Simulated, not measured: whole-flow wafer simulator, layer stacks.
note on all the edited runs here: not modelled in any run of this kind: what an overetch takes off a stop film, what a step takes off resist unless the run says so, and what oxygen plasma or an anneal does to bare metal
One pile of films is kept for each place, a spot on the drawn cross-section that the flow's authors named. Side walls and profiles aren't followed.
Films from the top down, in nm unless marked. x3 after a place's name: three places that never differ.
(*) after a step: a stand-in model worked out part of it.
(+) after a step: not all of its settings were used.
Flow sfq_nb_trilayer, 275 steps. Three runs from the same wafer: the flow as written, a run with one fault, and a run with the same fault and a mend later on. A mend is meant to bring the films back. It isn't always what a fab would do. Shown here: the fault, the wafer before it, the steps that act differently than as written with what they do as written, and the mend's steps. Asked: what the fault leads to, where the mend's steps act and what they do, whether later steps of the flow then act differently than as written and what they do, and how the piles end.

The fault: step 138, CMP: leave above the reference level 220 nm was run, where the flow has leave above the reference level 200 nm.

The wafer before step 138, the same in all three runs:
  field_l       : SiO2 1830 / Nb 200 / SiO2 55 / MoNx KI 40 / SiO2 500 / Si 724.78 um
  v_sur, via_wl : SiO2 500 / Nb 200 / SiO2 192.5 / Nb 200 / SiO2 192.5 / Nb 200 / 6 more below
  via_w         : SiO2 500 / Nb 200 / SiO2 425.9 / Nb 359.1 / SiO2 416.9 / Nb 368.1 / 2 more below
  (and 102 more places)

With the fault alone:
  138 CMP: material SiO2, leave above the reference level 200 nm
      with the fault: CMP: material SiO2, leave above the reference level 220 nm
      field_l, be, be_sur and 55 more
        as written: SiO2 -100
        with the fault: SiO2 -80
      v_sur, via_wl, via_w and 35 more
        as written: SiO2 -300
        with the fault: SiO2 -280
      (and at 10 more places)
  Later steps of the flow that act differently than as written (8 more steps differ only slightly, by at most 2% or 0.5 nm, whichever is larger, and aren't shown):
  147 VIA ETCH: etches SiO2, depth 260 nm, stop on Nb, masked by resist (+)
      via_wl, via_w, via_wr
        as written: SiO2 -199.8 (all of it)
        with the fault: SiO2 -219.8 (all of it)
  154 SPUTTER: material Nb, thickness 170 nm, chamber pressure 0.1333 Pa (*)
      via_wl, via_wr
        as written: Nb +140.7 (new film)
        with the fault: Nb +137.2 (new film)
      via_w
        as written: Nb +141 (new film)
        with the fault: Nb +137.5 (new film)
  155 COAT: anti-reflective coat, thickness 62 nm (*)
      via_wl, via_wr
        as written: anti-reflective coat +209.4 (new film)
        with the fault: anti-reflective coat +230 (new film)
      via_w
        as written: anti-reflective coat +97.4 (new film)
        with the fault: anti-reflective coat +100.1 (new film)
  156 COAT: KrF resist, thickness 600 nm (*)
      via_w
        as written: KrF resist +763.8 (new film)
        with the fault: KrF resist +782.3 (new film)
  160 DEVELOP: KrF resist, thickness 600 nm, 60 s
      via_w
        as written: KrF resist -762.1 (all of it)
        with the fault: KrF resist -780.6 (all of it)
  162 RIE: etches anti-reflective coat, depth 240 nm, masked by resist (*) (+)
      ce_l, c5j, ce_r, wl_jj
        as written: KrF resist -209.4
        with the fault: KrF resist -230
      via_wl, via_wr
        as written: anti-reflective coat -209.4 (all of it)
        with the fault: anti-reflective coat -230 (all of it)
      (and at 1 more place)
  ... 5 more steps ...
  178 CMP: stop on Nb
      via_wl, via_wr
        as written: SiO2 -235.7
        with the fault: SiO2 -227.2
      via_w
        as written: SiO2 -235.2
        with the fault: SiO2 -227.2
  At the end the piles differ from the flow's by more than 2% or 0.5 nm, whichever is larger, at v_sur, via_wl, via_w and 18 more.
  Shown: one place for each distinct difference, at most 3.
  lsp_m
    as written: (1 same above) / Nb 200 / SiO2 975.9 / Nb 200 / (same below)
    with the fault: (1 same above) / Nb 200 / SiO2 995.9 / Nb 200 / (same below)
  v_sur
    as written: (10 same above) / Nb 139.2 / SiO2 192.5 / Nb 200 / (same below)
    with the fault: (10 same above) / Nb 139.2 / SiO2 212.5 / Nb 200 / (same below)
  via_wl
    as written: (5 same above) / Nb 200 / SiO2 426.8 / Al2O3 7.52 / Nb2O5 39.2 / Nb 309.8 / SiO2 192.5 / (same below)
    with the fault: (5 same above) / Nb 200 / SiO2 449.1 / Al2O3 7.33 / Nb2O5 39.5 / Nb 307.4 / SiO2 192.5 / (same below)

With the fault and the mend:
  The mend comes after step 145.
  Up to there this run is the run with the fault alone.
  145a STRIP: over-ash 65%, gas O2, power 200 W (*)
      field_l, v_sur, via_sp and 100 more
        KrF resist -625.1 (all of it), anti-reflective coat -62 (all of it)
      via_wl, via_w, via_wr
        anti-reflective coat -62 (all of it)
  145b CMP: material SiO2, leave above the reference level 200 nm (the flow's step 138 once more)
      field_l, v_sur, via_wl and 103 more
        SiO2 -20
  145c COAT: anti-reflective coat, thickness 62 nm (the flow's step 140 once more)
      field_l, v_sur, via_wl and 103 more
        anti-reflective coat +62 (new film)
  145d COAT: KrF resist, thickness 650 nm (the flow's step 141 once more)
      field_l, v_sur, via_wl and 103 more
        KrF resist +650 (new film)
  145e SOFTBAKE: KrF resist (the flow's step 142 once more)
      changes no film at any place that is followed
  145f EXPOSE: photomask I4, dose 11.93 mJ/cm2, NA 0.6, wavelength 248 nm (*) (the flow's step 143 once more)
      changes no film at any place that is followed
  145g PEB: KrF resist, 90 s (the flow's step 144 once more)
      field_l, v_sur, via_wl and 103 more
        KrF resist -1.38
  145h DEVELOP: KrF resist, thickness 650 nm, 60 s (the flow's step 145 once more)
      field_l, v_sur, via_sp and 100 more
        KrF resist -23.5
      via_wl, via_w, via_wr
        KrF resist -648.6 (all of it)
  No later step of the flow acts differently than as written at any place that is followed.
  At the end the piles are the same as the flow's at every place that both follow.
